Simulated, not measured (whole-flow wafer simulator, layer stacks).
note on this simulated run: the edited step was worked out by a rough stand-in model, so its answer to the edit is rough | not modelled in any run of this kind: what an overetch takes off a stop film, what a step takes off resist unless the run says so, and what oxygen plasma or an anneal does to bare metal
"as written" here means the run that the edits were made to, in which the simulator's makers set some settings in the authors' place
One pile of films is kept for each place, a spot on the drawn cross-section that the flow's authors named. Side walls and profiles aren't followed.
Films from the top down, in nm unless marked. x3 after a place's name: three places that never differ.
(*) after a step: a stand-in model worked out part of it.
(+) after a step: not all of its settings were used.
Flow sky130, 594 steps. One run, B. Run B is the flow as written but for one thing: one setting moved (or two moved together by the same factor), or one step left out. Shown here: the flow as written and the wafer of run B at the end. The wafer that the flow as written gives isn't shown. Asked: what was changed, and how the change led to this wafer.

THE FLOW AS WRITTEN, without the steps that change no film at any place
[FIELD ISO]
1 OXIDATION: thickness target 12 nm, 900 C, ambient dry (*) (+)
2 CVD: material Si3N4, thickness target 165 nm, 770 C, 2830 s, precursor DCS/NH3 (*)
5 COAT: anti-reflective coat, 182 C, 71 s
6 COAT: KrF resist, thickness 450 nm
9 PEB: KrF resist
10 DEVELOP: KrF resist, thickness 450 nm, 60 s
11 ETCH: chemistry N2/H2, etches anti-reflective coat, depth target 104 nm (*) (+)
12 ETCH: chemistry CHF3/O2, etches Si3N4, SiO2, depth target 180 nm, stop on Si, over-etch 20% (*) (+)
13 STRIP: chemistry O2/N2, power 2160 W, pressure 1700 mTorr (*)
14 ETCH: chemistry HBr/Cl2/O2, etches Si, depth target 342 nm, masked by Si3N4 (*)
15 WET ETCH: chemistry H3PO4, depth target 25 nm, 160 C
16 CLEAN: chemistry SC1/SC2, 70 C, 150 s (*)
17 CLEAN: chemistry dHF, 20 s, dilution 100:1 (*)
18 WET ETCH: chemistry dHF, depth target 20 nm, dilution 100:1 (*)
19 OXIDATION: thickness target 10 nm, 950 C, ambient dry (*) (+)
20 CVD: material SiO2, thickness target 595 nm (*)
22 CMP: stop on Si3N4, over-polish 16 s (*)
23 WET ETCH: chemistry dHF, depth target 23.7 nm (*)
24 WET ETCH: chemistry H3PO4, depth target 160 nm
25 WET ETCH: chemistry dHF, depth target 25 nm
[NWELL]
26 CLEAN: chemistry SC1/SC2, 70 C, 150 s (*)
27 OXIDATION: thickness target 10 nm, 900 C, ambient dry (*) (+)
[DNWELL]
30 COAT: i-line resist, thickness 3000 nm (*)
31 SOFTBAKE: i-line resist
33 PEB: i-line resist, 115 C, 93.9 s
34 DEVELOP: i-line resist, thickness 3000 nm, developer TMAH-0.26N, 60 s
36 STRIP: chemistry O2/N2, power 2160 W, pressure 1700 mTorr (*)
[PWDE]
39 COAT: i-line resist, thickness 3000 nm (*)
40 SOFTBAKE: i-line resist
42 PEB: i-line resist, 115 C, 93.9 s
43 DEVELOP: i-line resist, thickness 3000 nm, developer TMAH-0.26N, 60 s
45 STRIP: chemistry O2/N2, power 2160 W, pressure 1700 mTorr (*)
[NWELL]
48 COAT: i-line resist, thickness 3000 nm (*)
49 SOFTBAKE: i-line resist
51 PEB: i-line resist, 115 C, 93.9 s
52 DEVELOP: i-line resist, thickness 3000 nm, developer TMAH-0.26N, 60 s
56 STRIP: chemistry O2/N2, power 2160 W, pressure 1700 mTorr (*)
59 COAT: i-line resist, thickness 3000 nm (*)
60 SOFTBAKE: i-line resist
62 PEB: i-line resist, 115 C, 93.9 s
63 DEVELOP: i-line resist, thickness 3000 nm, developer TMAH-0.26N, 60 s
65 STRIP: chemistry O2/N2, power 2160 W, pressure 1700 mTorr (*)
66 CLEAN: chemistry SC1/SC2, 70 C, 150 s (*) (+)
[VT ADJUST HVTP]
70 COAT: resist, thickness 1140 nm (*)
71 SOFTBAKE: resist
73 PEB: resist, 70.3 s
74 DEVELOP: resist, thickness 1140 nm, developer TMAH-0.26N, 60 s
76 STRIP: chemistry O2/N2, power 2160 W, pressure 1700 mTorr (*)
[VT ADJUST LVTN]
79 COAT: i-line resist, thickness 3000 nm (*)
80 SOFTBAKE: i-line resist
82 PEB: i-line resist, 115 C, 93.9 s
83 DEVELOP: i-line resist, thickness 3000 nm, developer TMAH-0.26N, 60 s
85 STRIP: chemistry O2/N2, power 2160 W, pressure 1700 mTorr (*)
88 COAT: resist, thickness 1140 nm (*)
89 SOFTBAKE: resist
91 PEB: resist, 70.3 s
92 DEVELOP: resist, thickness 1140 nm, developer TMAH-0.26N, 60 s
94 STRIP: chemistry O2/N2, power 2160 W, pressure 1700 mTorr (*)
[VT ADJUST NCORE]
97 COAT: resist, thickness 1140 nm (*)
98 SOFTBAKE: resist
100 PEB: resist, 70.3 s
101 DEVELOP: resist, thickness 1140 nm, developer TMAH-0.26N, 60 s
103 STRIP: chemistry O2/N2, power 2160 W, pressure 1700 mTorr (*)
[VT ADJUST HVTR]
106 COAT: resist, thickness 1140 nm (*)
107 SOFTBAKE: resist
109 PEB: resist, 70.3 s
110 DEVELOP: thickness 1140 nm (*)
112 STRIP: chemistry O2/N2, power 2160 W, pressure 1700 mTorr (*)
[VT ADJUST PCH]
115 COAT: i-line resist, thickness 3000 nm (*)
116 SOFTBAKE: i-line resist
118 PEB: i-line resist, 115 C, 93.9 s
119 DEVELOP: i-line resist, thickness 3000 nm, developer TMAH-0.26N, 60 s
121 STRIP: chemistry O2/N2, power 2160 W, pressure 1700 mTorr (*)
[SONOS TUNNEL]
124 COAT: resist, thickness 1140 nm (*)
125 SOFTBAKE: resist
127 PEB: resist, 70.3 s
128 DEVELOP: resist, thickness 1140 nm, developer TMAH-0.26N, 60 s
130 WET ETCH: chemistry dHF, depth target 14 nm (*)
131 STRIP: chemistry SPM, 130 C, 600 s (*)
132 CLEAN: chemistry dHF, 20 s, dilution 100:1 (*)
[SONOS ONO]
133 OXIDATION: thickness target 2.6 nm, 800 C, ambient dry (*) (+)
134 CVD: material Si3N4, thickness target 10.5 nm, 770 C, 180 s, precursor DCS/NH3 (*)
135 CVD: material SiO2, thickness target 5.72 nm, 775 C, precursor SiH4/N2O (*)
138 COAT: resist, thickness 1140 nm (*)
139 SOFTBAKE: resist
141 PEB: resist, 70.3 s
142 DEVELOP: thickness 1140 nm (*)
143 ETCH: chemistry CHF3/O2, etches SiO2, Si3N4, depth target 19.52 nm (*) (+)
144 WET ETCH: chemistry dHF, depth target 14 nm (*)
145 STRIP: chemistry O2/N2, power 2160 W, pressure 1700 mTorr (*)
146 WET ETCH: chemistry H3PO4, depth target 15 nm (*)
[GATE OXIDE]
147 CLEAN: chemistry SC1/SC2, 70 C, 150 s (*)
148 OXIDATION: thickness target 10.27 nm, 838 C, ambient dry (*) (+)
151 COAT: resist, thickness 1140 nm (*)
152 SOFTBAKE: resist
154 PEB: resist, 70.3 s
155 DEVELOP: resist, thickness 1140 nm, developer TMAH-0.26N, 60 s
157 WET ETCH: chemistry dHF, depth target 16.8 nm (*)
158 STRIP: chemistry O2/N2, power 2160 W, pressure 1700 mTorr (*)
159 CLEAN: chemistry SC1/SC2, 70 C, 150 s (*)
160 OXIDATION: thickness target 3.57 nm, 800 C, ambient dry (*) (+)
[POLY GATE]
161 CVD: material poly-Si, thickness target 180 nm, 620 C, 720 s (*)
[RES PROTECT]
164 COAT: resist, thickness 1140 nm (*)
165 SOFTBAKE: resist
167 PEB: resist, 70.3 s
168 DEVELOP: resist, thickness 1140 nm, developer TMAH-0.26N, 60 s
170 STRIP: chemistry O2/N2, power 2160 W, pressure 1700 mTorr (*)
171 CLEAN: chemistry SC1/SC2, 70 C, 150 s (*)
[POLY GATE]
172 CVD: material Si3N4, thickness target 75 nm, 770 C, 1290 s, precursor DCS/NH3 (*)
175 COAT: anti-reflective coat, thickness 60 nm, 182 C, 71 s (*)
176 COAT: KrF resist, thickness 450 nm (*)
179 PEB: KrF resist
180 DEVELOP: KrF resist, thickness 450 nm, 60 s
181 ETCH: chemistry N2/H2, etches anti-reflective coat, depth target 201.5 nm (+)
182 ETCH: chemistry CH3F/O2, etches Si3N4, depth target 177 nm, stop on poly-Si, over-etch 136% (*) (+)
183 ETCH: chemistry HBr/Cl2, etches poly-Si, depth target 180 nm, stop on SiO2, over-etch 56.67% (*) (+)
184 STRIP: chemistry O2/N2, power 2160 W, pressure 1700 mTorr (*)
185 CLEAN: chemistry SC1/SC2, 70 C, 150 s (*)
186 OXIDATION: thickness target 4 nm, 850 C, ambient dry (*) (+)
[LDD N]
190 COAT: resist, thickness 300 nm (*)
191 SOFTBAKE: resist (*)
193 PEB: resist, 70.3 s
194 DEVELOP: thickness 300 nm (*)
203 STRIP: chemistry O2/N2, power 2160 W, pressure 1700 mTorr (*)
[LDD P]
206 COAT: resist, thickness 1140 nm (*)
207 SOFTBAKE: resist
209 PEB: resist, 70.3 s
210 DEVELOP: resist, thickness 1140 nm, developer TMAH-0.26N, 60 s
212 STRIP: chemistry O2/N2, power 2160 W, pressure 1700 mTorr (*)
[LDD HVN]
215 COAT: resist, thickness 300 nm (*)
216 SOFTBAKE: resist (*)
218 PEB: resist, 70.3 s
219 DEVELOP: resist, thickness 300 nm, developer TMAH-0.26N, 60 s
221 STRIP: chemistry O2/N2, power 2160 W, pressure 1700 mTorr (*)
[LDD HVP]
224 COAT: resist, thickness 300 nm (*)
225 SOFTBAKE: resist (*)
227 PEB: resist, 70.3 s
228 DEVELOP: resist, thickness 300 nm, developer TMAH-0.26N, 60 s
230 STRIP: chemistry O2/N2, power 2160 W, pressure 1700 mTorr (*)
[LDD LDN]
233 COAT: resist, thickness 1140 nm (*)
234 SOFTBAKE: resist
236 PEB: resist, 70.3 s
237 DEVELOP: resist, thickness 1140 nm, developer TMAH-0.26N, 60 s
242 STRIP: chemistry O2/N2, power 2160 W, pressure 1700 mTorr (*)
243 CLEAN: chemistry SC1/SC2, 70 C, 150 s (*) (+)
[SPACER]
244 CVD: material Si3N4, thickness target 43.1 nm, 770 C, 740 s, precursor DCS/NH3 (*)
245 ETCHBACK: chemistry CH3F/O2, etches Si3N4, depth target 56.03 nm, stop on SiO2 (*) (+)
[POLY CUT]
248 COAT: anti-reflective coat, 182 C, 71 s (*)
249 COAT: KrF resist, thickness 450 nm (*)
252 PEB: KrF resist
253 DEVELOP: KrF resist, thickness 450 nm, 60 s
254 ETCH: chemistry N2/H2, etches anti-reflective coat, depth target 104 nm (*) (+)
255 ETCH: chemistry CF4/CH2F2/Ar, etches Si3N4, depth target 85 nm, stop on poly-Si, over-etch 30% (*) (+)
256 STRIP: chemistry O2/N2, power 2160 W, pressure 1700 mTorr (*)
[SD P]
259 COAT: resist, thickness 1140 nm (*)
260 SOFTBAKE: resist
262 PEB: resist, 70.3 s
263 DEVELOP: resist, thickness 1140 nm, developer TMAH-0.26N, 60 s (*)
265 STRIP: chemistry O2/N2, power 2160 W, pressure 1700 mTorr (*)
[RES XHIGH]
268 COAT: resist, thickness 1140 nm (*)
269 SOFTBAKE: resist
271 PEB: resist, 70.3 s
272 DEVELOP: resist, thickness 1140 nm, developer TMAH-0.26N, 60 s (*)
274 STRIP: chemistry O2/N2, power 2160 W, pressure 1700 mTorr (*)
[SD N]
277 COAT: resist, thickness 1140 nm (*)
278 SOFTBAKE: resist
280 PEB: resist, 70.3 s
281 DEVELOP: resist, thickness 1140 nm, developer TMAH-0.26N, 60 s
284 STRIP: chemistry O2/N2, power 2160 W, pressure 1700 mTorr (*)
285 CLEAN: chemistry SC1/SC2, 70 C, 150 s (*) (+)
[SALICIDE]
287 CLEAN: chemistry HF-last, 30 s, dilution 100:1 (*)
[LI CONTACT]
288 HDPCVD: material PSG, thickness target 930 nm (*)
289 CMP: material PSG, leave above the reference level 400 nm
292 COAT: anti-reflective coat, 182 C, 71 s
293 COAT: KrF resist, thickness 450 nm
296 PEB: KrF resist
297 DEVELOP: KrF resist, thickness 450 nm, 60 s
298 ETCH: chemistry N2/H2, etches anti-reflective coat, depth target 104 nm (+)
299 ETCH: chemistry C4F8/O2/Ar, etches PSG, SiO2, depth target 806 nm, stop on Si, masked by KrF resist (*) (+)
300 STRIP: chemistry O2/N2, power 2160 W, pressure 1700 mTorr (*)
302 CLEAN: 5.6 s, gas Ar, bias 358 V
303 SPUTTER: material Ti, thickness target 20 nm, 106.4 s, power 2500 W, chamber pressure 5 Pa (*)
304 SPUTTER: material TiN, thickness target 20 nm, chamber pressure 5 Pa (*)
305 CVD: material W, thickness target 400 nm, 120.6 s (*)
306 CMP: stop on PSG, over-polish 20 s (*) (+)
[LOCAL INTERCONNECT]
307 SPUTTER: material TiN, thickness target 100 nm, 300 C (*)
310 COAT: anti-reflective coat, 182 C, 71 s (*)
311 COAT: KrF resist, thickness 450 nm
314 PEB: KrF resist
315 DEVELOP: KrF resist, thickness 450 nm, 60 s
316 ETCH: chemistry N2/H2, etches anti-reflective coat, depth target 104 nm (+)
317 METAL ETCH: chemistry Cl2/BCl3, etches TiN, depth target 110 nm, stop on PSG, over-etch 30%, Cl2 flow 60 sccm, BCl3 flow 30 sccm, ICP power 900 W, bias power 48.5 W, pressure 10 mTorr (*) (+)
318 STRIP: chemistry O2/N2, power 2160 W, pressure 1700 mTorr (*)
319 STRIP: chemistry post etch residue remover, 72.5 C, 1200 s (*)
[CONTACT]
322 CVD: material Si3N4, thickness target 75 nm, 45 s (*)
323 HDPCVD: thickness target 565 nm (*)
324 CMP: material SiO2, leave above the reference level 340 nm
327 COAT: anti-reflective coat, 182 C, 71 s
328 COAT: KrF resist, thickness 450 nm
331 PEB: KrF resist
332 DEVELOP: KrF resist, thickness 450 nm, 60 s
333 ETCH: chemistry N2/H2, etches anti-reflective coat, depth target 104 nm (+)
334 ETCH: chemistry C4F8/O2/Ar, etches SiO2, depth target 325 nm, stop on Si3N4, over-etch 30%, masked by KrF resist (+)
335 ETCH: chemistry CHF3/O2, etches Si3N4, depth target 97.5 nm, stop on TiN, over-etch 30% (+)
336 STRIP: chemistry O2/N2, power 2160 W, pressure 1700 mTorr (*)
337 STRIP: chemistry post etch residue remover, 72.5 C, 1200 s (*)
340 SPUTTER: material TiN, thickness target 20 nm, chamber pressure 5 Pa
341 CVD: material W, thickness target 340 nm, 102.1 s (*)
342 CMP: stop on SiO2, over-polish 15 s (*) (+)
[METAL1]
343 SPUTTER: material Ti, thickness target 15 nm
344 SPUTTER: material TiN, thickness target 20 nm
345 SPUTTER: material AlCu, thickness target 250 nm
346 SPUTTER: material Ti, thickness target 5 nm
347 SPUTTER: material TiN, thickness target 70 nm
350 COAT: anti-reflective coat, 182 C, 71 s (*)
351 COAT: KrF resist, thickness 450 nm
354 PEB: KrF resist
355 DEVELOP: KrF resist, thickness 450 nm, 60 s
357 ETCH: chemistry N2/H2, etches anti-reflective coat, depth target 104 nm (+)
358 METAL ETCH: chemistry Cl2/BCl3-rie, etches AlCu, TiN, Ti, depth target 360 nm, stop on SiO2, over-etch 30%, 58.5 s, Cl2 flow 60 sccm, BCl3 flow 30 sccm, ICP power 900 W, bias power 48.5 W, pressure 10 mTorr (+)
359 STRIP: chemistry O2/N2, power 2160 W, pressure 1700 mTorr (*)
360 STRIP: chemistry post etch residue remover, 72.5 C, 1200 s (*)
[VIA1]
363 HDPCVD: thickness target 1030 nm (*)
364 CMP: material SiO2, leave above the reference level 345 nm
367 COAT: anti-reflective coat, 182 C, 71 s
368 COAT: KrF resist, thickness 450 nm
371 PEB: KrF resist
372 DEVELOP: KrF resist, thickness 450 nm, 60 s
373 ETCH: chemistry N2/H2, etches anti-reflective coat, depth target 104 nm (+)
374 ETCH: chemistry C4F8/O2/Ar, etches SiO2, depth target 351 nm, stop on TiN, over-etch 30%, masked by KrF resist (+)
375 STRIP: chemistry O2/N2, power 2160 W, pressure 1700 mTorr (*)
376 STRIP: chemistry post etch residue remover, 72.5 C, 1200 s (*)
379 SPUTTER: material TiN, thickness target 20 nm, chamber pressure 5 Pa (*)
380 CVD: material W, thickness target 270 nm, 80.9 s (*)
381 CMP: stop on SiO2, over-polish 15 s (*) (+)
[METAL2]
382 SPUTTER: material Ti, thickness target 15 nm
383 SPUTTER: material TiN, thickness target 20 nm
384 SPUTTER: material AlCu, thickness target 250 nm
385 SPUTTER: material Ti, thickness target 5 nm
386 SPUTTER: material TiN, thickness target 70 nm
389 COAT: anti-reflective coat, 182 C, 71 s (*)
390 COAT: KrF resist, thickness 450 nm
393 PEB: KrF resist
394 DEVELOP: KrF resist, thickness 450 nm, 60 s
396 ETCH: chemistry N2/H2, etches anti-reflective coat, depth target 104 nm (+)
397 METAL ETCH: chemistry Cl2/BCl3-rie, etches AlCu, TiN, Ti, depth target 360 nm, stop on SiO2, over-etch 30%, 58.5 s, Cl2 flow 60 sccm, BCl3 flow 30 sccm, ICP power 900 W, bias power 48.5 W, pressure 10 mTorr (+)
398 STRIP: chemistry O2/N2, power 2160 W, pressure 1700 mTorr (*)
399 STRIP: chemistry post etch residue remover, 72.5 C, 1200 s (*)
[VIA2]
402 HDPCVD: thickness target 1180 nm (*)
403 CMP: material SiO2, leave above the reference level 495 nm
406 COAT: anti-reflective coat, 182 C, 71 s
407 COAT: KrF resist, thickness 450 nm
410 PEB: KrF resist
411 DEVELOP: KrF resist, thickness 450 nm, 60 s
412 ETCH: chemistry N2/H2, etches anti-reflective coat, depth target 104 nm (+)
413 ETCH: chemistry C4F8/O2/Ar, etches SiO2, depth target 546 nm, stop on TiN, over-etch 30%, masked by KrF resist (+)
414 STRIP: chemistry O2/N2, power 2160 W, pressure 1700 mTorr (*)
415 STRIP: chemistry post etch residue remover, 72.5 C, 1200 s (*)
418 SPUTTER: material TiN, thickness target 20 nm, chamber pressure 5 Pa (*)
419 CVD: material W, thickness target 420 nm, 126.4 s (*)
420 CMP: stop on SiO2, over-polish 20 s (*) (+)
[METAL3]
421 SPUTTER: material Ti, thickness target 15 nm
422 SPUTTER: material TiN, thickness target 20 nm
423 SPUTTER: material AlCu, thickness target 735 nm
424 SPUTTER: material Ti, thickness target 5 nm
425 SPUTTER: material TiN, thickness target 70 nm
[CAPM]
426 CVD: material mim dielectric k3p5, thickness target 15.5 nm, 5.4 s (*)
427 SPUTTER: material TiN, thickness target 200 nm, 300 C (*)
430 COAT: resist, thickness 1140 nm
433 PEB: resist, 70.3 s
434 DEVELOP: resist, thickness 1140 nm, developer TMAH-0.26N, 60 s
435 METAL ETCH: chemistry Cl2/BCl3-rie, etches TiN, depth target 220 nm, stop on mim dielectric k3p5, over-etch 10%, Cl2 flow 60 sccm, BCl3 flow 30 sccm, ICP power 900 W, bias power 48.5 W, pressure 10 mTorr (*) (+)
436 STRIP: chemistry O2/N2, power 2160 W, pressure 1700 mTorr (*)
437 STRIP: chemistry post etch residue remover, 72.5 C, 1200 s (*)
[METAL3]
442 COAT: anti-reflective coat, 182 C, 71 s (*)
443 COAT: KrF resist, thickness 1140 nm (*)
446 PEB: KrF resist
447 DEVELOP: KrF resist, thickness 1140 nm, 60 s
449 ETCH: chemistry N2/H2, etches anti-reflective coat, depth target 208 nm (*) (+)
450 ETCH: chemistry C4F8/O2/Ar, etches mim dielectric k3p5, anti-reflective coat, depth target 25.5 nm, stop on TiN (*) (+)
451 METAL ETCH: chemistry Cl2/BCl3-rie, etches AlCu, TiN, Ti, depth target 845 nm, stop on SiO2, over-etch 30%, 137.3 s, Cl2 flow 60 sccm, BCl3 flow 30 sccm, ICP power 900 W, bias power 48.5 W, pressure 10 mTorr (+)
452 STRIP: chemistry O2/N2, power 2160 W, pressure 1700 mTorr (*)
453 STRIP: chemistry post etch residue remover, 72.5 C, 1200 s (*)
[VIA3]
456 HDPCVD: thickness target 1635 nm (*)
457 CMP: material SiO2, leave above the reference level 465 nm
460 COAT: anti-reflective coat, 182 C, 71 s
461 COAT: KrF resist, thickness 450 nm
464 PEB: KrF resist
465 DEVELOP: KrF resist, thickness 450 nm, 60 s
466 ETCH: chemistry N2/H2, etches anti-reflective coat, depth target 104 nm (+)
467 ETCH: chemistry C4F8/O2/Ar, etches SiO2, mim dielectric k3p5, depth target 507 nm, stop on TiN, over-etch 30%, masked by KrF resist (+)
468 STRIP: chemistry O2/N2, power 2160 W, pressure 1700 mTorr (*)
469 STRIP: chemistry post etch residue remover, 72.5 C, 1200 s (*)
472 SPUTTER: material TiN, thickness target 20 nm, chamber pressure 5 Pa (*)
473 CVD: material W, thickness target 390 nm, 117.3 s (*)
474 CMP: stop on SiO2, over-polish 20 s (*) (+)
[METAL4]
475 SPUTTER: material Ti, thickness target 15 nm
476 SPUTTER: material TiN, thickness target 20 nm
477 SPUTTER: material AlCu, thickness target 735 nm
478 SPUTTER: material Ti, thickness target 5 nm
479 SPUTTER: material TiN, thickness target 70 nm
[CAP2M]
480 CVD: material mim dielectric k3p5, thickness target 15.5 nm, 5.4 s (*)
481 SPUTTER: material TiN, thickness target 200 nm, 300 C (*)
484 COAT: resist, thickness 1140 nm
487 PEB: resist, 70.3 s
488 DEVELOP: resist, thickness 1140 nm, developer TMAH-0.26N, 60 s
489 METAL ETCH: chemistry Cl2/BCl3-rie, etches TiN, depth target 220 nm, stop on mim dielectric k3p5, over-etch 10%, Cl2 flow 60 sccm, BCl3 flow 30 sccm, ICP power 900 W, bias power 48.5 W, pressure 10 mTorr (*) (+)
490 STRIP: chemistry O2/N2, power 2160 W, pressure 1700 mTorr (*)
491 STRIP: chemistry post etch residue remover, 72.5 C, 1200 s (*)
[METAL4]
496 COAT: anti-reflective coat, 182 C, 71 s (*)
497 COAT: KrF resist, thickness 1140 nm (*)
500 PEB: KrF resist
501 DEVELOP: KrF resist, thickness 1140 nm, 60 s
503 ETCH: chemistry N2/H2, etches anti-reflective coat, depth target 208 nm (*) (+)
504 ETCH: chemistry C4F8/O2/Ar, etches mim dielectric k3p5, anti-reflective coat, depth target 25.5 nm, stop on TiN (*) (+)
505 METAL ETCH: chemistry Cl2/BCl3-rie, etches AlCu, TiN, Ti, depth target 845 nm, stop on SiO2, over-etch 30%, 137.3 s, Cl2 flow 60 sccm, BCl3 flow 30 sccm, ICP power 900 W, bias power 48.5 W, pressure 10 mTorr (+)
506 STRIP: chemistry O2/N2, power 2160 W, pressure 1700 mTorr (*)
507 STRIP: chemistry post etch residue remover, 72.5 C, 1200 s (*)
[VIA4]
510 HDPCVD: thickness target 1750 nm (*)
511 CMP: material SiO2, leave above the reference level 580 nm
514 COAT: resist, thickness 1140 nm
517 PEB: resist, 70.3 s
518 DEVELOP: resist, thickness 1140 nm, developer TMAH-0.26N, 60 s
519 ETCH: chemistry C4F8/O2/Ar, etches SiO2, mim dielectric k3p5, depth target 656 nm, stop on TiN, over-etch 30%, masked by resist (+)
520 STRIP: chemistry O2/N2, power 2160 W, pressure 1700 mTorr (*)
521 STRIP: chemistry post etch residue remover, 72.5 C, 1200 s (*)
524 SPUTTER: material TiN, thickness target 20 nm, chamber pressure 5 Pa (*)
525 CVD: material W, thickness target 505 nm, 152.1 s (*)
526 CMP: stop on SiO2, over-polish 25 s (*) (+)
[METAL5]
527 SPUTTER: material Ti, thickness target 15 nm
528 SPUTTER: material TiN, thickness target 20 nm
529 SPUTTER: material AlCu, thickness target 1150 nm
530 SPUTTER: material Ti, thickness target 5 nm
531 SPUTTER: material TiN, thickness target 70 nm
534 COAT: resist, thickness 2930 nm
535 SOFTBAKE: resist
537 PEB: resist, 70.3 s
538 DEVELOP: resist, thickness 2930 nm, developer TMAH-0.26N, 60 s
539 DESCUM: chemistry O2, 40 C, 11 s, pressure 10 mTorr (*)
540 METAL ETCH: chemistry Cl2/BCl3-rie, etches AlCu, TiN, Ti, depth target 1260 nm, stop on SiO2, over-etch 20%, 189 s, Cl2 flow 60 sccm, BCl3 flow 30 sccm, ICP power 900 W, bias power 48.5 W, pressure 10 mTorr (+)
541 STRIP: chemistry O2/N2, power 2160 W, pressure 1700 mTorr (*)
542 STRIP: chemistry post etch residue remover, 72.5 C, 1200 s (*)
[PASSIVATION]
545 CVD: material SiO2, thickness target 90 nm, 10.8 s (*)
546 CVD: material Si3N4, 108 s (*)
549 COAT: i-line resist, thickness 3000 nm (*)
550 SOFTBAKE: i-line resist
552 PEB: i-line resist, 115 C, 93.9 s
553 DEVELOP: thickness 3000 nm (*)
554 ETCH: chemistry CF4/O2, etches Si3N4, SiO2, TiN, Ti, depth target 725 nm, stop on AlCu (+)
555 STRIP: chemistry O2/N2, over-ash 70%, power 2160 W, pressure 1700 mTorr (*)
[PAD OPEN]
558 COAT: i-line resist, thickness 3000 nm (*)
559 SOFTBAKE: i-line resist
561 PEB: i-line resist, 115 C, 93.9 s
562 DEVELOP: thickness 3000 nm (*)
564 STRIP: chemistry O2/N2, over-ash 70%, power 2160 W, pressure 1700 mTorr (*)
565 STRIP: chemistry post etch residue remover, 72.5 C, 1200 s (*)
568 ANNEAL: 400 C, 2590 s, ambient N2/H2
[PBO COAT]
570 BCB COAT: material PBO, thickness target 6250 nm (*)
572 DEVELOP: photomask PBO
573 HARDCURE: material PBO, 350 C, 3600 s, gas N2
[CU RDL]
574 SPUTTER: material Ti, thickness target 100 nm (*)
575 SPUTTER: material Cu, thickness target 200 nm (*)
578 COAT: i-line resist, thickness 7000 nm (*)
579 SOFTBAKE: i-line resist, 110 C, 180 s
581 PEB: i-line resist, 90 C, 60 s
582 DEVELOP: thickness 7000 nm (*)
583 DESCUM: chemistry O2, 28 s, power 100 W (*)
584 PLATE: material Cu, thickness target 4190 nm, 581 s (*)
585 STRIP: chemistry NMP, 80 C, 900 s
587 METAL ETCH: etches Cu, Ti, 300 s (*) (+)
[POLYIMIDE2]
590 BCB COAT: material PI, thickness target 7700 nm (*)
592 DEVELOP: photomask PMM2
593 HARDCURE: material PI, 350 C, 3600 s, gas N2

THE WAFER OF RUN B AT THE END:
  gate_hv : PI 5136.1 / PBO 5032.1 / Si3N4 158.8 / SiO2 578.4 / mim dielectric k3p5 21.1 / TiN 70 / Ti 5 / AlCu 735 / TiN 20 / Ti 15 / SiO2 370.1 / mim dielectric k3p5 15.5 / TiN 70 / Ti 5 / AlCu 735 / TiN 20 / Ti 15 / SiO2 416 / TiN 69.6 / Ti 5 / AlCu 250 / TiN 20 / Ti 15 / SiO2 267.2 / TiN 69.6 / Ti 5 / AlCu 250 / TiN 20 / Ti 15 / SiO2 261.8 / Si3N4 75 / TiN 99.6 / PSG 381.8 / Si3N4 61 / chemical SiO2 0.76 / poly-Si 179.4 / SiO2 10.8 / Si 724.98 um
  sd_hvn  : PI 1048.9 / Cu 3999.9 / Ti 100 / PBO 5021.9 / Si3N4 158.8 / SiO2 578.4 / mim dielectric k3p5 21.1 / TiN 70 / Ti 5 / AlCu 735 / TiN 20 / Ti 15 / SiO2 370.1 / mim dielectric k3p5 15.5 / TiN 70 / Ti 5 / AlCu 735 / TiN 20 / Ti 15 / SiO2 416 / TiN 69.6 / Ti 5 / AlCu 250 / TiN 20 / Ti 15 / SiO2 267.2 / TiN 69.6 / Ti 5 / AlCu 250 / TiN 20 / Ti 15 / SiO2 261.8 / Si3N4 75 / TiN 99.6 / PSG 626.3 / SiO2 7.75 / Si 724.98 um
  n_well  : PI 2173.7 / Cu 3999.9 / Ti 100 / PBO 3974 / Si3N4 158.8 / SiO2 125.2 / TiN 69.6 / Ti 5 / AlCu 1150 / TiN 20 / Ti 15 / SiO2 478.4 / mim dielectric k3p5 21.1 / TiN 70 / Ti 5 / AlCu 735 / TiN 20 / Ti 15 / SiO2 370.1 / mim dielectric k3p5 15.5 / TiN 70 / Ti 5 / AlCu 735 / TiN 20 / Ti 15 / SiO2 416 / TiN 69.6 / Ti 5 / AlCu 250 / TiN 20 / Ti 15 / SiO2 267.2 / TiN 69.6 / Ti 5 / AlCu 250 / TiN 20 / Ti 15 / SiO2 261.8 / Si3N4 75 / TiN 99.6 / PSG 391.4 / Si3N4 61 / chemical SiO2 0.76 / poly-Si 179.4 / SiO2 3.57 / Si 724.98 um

The cause: step 480, CVD: thickness target 21.1 nm was run, where the flow has thickness target 15.5 nm; step 480, CVD: 7.34 s was run, where the flow has 5.4 s.
It can be read off the wafer: gate_hv has mim dielectric k3p5 21.1, and step 480 as written asks for 15.5 nm.

How the change led to this, step by step:
  480 CVD: material mim dielectric k3p5, thickness target 15.5 nm, 5.4 s (*)
      field, active, n_well and 189 more: mim dielectric k3p5 +21.1 (new film) (as written it would be: mim dielectric k3p5 +15.5 (new film))
  504 ETCH: chemistry C4F8/O2/Ar, etches mim dielectric k3p5, anti-reflective coat, depth target 25.5 nm, stop on TiN (*) (+)
      n_well, p_well, gate_hv and 102 more: KrF resist -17 (as written it would be: KrF resist -15.5)
      field, active, gate and 85 more: mim dielectric k3p5 -21.1 (all of it) (as written it would be: mim dielectric k3p5 -15.5 (all of it))
  519 ETCH: chemistry C4F8/O2/Ar, etches SiO2, mim dielectric k3p5, depth target 656 nm, stop on TiN, over-etch 30%, masked by resist (+)
      m1: SiO2 -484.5 (all of it), mim dielectric k3p5 -21.1 (all of it) (as written it would be: SiO2 -490.1 (all of it), mim dielectric k3p5 -15.5 (all of it))
      via4_hole: SiO2 -483.9 (all of it), mim dielectric k3p5 -21.1 (all of it) (as written it would be: SiO2 -489.5 (all of it), mim dielectric k3p5 -15.5 (all of it))
